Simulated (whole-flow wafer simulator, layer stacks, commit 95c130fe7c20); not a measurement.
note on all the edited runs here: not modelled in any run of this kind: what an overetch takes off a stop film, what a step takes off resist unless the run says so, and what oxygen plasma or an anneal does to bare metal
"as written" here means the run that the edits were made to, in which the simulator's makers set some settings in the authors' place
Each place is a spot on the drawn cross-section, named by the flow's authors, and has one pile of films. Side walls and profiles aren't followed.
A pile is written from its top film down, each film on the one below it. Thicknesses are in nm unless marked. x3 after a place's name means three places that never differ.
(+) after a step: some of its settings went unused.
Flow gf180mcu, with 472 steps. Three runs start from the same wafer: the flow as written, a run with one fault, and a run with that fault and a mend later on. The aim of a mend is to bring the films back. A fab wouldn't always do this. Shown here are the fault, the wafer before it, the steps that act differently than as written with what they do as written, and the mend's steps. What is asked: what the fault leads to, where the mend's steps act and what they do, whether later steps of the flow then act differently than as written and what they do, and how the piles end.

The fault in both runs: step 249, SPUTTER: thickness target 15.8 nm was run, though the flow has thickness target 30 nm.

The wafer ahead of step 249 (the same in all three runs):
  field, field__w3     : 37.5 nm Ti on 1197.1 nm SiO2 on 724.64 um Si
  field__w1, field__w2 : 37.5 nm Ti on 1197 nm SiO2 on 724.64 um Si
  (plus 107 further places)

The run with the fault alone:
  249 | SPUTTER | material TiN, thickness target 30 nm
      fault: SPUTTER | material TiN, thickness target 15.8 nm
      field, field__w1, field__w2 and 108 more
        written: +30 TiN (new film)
        fault: +15.8 TiN (new film)
  Steps later in the flow that act otherwise than as written:
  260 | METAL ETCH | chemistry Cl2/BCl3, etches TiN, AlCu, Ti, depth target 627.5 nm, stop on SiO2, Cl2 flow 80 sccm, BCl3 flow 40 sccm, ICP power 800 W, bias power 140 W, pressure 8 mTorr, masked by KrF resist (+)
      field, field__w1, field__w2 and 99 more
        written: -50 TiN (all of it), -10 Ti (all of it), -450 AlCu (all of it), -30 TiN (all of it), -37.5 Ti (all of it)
        fault: -50 TiN (all of it), -10 Ti (all of it), -450 AlCu (all of it), -15.8 TiN (all of it), -37.5 Ti (all of it)
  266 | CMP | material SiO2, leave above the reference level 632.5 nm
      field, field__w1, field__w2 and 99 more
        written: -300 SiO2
        fault: -314.2 SiO2
  By the end, the piles at field__w8, contact, m1 and 6 more depart from the flow's by more than 2% or 0.5 nm, whichever is larger.
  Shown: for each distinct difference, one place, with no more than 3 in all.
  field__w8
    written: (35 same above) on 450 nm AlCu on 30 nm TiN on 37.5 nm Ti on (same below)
    fault: (35 same above) on 450 nm AlCu on 15.8 nm TiN on 37.5 nm Ti on (same below)
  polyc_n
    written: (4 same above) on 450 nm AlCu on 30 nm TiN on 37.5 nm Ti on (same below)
    fault: (4 same above) on 450 nm AlCu on 15.8 nm TiN on 37.5 nm Ti on (same below)
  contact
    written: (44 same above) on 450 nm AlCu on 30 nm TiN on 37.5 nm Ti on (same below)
    fault: (44 same above) on 450 nm AlCu on 15.8 nm TiN on 37.5 nm Ti on (same below)

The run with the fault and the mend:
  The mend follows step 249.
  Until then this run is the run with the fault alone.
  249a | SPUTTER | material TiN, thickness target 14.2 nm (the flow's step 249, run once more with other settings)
      field, field__w1, field__w2 and 108 more
        +14.2 TiN
  Every later step of the flow that is run acts as written at every place that is followed.
  At every place that both follow, the piles at the end match the flow's.
